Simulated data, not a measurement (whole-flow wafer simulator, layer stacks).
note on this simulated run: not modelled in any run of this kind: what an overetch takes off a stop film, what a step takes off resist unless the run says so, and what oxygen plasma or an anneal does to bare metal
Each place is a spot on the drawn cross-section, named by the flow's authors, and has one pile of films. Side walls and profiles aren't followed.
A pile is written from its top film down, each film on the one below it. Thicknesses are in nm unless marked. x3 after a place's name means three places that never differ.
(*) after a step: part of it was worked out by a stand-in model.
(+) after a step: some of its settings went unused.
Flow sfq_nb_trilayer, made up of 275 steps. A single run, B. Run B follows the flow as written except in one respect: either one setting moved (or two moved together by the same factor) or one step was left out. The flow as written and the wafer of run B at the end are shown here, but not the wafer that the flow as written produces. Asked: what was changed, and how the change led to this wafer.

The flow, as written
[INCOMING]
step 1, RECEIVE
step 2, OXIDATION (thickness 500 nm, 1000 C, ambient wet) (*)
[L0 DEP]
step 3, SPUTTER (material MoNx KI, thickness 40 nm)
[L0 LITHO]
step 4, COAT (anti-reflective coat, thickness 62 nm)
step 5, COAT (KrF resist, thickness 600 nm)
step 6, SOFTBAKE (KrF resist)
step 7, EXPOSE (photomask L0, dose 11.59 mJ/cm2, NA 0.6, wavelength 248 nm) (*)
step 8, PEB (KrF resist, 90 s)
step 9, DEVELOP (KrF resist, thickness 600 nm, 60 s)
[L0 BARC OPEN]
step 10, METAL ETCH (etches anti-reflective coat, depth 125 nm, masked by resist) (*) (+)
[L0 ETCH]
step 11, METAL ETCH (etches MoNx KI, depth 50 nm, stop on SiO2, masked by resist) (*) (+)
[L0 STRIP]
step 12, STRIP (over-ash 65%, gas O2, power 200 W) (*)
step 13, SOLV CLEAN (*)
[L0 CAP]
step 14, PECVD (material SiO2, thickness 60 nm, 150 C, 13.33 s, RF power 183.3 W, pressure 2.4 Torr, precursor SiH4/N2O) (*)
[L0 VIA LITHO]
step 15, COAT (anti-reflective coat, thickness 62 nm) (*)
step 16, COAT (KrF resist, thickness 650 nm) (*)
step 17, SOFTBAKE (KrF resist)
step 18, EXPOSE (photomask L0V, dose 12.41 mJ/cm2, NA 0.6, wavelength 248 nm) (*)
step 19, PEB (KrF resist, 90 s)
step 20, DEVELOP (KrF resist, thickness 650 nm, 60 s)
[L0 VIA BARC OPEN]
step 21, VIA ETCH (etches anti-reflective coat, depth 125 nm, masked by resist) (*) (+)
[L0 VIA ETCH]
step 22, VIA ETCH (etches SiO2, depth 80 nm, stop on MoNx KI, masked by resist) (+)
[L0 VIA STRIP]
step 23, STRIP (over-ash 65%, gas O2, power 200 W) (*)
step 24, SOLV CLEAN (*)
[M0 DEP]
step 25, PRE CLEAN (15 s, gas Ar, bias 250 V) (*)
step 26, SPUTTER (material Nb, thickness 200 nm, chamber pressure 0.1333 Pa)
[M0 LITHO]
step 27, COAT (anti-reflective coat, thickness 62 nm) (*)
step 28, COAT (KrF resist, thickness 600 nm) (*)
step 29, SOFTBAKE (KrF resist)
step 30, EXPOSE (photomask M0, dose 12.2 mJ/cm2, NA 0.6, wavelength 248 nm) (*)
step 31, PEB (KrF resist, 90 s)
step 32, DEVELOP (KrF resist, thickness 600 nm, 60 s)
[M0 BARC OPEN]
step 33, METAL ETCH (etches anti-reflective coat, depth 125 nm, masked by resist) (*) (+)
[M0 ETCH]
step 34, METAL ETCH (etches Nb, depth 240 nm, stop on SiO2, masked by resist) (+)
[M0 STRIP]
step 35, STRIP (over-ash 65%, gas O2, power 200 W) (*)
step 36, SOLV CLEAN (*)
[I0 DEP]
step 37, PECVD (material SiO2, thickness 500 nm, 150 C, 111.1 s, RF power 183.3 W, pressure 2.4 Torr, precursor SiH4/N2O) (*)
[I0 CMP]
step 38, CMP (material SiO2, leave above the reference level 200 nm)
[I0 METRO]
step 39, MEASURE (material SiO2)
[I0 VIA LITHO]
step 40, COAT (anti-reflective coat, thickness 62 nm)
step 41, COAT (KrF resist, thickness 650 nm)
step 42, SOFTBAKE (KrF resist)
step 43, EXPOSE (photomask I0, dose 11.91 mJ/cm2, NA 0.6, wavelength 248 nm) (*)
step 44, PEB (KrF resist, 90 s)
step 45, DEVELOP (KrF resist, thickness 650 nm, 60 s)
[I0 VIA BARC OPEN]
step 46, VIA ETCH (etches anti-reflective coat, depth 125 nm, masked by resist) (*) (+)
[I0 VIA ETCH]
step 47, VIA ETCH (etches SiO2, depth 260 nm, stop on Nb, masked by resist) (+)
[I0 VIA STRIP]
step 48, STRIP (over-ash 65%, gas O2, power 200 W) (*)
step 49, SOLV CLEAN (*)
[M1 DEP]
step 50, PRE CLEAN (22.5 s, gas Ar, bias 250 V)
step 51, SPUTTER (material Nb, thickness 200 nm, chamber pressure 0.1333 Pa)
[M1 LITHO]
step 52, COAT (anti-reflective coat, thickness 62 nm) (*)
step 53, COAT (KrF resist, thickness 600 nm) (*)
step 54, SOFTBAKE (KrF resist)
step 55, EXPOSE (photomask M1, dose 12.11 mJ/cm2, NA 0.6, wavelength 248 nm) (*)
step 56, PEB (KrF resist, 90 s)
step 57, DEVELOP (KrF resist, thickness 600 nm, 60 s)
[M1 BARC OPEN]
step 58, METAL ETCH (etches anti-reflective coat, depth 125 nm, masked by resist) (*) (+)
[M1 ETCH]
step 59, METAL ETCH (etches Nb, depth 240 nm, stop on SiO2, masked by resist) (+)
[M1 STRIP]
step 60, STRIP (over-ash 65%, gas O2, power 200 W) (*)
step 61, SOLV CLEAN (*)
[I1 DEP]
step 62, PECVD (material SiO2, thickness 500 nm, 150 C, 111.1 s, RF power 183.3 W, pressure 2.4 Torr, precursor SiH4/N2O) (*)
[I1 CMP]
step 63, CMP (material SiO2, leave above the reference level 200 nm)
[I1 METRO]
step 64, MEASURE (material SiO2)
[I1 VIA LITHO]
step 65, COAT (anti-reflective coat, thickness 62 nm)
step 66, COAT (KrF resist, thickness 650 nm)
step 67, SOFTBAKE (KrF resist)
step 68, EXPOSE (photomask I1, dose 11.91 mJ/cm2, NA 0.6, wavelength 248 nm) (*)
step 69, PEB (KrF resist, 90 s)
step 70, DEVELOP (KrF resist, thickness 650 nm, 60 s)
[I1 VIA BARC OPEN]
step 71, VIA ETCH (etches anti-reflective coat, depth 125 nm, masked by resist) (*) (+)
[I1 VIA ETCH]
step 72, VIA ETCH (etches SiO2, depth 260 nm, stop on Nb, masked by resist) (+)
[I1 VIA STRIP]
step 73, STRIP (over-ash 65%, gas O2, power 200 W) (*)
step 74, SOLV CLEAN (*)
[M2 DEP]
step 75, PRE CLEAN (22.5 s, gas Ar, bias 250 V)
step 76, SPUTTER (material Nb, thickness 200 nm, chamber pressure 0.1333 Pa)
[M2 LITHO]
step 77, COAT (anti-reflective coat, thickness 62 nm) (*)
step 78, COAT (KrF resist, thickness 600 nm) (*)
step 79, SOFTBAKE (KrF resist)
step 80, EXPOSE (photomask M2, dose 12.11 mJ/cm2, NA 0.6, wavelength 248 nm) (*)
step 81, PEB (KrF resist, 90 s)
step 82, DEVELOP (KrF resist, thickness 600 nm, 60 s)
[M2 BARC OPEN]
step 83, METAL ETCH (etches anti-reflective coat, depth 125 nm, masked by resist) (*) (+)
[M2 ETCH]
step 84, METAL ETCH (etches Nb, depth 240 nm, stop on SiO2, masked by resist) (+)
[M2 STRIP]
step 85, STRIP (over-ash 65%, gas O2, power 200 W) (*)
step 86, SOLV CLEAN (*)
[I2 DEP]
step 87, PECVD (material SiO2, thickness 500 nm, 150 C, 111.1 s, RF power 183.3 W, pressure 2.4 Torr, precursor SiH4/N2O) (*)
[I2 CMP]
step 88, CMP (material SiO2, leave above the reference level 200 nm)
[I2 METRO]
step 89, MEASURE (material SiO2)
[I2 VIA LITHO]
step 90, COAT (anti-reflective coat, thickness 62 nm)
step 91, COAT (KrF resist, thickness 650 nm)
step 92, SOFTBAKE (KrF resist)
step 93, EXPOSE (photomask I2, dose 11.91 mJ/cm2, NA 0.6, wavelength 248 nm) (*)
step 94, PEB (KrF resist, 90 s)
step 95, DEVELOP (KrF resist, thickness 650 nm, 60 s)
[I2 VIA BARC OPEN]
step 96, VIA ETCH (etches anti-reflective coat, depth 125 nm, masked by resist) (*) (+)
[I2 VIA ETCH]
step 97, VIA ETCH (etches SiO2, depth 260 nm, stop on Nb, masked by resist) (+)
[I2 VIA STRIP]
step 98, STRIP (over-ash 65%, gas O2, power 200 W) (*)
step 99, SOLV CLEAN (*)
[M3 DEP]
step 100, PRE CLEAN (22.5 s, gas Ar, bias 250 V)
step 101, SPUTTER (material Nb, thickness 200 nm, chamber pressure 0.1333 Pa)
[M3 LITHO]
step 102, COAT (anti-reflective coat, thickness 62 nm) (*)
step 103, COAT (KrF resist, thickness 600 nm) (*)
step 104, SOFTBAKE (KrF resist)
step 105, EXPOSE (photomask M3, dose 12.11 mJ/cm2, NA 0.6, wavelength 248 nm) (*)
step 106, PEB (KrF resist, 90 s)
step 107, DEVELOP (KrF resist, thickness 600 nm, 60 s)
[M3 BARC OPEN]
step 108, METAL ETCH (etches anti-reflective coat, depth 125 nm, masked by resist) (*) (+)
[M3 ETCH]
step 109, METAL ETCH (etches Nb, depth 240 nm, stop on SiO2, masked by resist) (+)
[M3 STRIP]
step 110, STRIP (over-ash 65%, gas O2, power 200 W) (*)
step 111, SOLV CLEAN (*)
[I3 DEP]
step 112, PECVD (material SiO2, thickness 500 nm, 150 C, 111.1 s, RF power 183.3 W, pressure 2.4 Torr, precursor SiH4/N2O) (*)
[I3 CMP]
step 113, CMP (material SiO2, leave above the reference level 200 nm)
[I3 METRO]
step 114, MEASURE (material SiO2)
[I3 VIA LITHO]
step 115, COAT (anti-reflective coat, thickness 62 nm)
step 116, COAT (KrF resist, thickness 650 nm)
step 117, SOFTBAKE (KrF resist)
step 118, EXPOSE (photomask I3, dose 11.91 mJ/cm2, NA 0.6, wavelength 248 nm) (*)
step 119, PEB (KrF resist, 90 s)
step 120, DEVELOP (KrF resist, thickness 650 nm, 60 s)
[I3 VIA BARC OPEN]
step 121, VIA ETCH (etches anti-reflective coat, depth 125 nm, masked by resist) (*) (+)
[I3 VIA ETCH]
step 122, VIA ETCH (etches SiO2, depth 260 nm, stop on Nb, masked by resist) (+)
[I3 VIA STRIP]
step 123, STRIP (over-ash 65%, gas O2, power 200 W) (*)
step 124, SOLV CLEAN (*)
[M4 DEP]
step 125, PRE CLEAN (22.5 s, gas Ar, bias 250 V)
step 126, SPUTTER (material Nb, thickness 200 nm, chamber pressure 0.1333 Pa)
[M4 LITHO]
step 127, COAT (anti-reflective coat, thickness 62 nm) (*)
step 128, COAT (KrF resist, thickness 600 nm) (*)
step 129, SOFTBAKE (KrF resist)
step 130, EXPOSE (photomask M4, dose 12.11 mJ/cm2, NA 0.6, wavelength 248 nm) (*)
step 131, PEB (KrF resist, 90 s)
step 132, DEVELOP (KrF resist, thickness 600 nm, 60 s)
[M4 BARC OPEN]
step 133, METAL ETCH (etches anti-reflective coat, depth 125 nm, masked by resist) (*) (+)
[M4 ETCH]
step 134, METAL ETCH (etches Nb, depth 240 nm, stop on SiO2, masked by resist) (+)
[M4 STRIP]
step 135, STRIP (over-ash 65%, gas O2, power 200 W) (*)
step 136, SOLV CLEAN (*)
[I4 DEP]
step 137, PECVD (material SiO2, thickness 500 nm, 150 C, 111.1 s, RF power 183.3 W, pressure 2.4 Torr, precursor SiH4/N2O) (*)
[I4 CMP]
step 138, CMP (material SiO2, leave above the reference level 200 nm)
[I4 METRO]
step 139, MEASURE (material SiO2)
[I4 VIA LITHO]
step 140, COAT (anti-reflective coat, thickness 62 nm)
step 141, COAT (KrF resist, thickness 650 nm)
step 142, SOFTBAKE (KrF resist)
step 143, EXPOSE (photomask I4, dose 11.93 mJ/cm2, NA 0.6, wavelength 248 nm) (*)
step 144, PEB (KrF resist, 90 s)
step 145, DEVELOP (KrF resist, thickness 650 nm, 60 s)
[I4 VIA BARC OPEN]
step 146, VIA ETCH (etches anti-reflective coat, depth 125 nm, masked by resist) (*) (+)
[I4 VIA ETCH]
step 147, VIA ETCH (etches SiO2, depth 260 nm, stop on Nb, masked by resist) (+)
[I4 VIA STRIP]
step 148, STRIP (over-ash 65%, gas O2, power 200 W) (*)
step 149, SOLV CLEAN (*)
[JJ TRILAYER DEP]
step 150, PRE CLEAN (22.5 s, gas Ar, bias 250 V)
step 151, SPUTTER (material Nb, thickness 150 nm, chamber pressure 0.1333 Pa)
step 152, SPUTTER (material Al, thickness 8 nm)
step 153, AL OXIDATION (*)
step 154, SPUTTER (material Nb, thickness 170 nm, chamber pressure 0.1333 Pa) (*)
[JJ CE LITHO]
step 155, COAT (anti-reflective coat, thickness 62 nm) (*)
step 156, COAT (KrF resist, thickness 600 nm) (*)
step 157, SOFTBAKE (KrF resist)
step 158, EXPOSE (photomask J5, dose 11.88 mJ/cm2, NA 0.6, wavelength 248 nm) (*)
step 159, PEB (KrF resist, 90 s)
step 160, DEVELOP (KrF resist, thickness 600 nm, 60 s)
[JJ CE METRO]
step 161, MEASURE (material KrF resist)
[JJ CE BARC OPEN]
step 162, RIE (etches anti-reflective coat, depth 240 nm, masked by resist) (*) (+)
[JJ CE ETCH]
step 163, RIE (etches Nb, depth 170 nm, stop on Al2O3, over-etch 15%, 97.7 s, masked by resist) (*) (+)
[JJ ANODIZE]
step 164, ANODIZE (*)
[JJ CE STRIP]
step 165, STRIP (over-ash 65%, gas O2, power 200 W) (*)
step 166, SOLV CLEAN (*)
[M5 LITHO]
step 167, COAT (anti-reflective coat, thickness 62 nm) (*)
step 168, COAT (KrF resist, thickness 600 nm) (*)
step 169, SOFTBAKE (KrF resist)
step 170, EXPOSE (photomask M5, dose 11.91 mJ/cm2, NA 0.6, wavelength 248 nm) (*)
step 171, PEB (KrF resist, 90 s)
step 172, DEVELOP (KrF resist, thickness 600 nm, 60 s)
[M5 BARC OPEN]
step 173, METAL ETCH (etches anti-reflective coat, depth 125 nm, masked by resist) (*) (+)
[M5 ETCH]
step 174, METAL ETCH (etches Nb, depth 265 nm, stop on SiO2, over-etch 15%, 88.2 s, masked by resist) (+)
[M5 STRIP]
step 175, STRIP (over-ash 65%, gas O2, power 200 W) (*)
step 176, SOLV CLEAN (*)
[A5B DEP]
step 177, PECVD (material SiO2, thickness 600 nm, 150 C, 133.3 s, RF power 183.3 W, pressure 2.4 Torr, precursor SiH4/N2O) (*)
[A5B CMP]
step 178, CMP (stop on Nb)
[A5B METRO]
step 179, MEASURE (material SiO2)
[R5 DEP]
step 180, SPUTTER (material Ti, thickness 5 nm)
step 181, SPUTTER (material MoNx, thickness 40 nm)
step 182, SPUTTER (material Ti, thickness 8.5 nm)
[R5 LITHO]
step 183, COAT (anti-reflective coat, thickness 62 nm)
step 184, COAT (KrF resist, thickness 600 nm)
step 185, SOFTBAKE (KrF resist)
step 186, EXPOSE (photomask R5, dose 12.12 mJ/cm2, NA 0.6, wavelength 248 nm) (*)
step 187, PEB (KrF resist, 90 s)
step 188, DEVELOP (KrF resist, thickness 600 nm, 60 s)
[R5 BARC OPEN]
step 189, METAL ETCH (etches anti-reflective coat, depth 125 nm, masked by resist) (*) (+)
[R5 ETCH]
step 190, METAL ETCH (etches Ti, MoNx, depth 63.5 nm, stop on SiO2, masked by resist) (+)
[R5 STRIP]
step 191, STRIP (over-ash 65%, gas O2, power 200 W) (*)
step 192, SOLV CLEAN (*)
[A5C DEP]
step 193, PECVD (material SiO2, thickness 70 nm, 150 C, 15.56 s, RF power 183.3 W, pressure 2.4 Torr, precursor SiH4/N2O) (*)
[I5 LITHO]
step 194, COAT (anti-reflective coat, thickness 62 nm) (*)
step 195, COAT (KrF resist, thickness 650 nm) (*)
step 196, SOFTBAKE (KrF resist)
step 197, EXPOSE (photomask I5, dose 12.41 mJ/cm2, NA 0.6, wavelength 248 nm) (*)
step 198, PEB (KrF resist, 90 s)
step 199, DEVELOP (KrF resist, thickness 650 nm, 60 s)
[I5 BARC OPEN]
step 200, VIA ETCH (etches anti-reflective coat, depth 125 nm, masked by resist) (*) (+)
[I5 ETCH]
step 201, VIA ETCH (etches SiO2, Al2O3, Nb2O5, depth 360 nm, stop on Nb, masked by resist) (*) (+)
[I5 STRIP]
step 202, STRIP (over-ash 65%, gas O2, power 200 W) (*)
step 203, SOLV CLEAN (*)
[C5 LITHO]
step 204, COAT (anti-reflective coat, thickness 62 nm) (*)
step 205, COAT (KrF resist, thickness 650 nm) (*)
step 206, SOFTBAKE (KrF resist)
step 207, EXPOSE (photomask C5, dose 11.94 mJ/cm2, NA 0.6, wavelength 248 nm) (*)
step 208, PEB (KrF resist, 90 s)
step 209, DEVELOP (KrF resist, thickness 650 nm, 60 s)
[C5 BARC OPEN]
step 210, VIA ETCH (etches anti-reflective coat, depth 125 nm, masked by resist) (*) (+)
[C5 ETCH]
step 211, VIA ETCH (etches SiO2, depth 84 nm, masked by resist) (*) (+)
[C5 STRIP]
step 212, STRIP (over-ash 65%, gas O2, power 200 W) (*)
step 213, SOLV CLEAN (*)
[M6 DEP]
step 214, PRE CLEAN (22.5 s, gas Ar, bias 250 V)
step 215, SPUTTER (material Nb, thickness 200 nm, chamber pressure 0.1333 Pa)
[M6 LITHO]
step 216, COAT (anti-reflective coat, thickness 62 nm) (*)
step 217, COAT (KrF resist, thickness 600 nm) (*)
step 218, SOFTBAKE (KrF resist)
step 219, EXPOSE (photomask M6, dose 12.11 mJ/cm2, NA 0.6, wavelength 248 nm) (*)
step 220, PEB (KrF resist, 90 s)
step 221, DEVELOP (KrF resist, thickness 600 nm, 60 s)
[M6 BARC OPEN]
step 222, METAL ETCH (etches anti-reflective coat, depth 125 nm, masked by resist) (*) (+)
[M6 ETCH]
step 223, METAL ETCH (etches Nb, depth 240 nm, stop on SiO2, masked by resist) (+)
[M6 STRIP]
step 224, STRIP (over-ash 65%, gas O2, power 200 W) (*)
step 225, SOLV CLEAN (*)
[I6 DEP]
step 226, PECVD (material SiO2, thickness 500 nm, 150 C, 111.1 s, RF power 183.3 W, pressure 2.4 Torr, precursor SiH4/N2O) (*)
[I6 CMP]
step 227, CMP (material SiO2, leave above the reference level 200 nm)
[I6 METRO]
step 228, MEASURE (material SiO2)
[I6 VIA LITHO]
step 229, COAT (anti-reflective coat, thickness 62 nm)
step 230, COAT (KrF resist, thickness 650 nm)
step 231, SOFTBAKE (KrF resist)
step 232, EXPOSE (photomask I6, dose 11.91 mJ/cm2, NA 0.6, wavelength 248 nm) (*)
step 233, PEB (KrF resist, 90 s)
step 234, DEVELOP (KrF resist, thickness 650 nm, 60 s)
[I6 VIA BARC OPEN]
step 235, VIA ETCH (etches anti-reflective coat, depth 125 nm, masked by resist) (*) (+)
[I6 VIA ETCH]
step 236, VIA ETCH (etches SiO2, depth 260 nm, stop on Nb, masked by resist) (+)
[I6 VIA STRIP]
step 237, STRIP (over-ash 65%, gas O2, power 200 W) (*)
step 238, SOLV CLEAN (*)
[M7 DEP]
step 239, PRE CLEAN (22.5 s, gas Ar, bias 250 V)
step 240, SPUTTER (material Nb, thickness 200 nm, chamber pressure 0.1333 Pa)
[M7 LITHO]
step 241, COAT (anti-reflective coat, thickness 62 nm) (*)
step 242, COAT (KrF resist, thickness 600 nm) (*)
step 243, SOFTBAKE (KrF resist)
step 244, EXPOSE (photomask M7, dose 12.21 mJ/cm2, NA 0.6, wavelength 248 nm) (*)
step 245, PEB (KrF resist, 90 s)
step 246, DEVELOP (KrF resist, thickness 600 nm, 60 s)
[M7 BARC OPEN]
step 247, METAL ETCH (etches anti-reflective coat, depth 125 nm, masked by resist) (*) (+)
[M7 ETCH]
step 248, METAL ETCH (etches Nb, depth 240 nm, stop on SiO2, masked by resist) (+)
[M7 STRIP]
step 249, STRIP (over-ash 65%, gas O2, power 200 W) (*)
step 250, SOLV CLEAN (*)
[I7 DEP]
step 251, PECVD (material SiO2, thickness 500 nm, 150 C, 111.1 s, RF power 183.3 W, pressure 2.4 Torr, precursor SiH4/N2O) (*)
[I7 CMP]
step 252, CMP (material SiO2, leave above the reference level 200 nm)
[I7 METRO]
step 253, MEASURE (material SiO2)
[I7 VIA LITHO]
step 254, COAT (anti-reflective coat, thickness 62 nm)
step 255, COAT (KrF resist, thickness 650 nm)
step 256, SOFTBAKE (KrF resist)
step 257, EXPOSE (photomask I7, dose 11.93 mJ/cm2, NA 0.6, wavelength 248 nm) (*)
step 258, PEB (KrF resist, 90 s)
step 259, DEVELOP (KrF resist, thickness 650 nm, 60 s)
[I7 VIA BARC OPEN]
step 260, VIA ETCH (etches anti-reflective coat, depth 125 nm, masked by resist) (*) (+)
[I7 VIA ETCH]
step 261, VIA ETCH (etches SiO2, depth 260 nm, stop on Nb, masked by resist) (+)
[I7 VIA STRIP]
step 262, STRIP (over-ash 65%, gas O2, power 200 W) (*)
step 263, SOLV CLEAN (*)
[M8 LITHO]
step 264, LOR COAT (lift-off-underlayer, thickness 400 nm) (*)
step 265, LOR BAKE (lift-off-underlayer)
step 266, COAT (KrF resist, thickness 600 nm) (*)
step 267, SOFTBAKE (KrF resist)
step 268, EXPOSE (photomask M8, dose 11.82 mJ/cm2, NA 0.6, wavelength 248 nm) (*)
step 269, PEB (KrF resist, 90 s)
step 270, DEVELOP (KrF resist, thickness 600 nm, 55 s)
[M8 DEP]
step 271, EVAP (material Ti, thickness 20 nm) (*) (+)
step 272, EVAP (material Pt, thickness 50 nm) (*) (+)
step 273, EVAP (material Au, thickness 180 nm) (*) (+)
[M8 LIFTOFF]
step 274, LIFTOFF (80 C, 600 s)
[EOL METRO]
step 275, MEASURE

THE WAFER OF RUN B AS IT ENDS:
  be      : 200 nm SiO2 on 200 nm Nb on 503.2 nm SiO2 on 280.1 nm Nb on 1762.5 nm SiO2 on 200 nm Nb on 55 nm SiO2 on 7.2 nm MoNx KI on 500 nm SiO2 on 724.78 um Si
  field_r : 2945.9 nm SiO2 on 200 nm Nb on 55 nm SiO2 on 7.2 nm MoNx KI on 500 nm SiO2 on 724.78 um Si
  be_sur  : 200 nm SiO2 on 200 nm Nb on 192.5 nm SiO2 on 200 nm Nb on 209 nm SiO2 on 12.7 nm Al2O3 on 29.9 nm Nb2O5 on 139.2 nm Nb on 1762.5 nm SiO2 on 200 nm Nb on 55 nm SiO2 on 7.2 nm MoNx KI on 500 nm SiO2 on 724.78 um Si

What caused this: step 3, SPUTTER: thickness 57.2 nm was run, while the flow as written has thickness 40 nm.

Step by step, how the change led to this:
  step 3, SPUTTER (material MoNx KI, thickness 40 nm)
      field_l, v_sur, via_wl and 103 more: +57.2 MoNx KI (new film) (in the flow as written it would be: +40 MoNx KI (new film))
  step 11, METAL ETCH (etches MoNx KI, depth 50 nm, stop on SiO2, masked by resist) (*) (+)
      v_sur, via_wl, via_w and 97 more: -50 MoNx KI (in the flow as written it would be: -40 MoNx KI (all of it))
  step 14, PECVD (material SiO2, thickness 60 nm, 150 C, 13.33 s, RF power 183.3 W, pressure 2.4 Torr, precursor SiH4/N2O) (*)
      v_sur, via_wl, via_w and 97 more: +60 SiO2 (new film) (in the flow as written it would be: +60 SiO2)
  step 15, COAT (anti-reflective coat, thickness 62 nm) (*)
      field_l: +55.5 anti-reflective coat (new film) (in the flow as written it would be: +56.7 anti-reflective coat (new film))
      v_sur: +74.9 anti-reflective coat (new film) (in the flow as written it would be: +72.2 anti-reflective coat (new film))
      (also at 2 further places)
  step 23, STRIP (over-ash 65%, gas O2, power 200 W) (*)
      field_l: -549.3 KrF resist (all of it), -55.5 anti-reflective coat (all of it) (in the flow as written it would be: -551.4 KrF resist (all of it), -56.7 anti-reflective coat (all of it))
      v_sur: -573.1 KrF resist (all of it), -74.9 anti-reflective coat (all of it) (in the flow as written it would be: -570.5 KrF resist (all of it), -72.2 anti-reflective coat (all of it))
      (also at 2 further places)
  step 27, COAT (anti-reflective coat, thickness 62 nm) (*)
      v_sur: +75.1 anti-reflective coat (new film) (in the flow as written it would be: +72.3 anti-reflective coat (new film))
      l0_sur: +46.5 anti-reflective coat (new film) (in the flow as written it would be: +47.5 anti-reflective coat (new film))
      (also at 1 further place)
  step 35, STRIP (over-ash 65%, gas O2, power 200 W) (*)
      v_sur: -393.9 KrF resist (all of it), -75.1 anti-reflective coat (all of it) (in the flow as written it would be: -391.6 KrF resist (all of it), -72.3 anti-reflective coat (all of it))
      l0_sur: -369.2 KrF resist (all of it), -46.5 anti-reflective coat (all of it) (in the flow as written it would be: -372 KrF resist (all of it), -47.5 anti-reflective coat (all of it))
      (also at 1 further place)
  step 38, CMP (material SiO2, leave above the reference level 200 nm)
      field_l, l0_sur, l0r_line_l, l0r_line_c, l0r_line_r: -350 SiO2 (in the flow as written it would be: -340 SiO2)
      l0v: -287.8 SiO2 (in the flow as written it would be: -277.8 SiO2)
Taking metal films that touch as one body, be has 4 bodies (between them, from the top down: SiO2 503.2; SiO2 1762.5; SiO2 55); the flow as written gives 3 bodies (between them, from the top down: SiO2 503.2; SiO2 1762.5).
Taking metal films that touch as one body, field_r has 2 bodies (between them, from the top down: SiO2 55); the flow as written gives 1 body.
Taking metal films that touch as one body, be_sur has 5 bodies (between them, from the top down: SiO2 192.5; SiO2 209 / Al2O3 12.7 / Nb2O5 29.9; SiO2 1762.5; SiO2 55); the flow as written gives 4 bodies (between them, from the top down: SiO2 192.5; SiO2 209 / Al2O3 12.7 / Nb2O5 29.9; SiO2 1762.5).
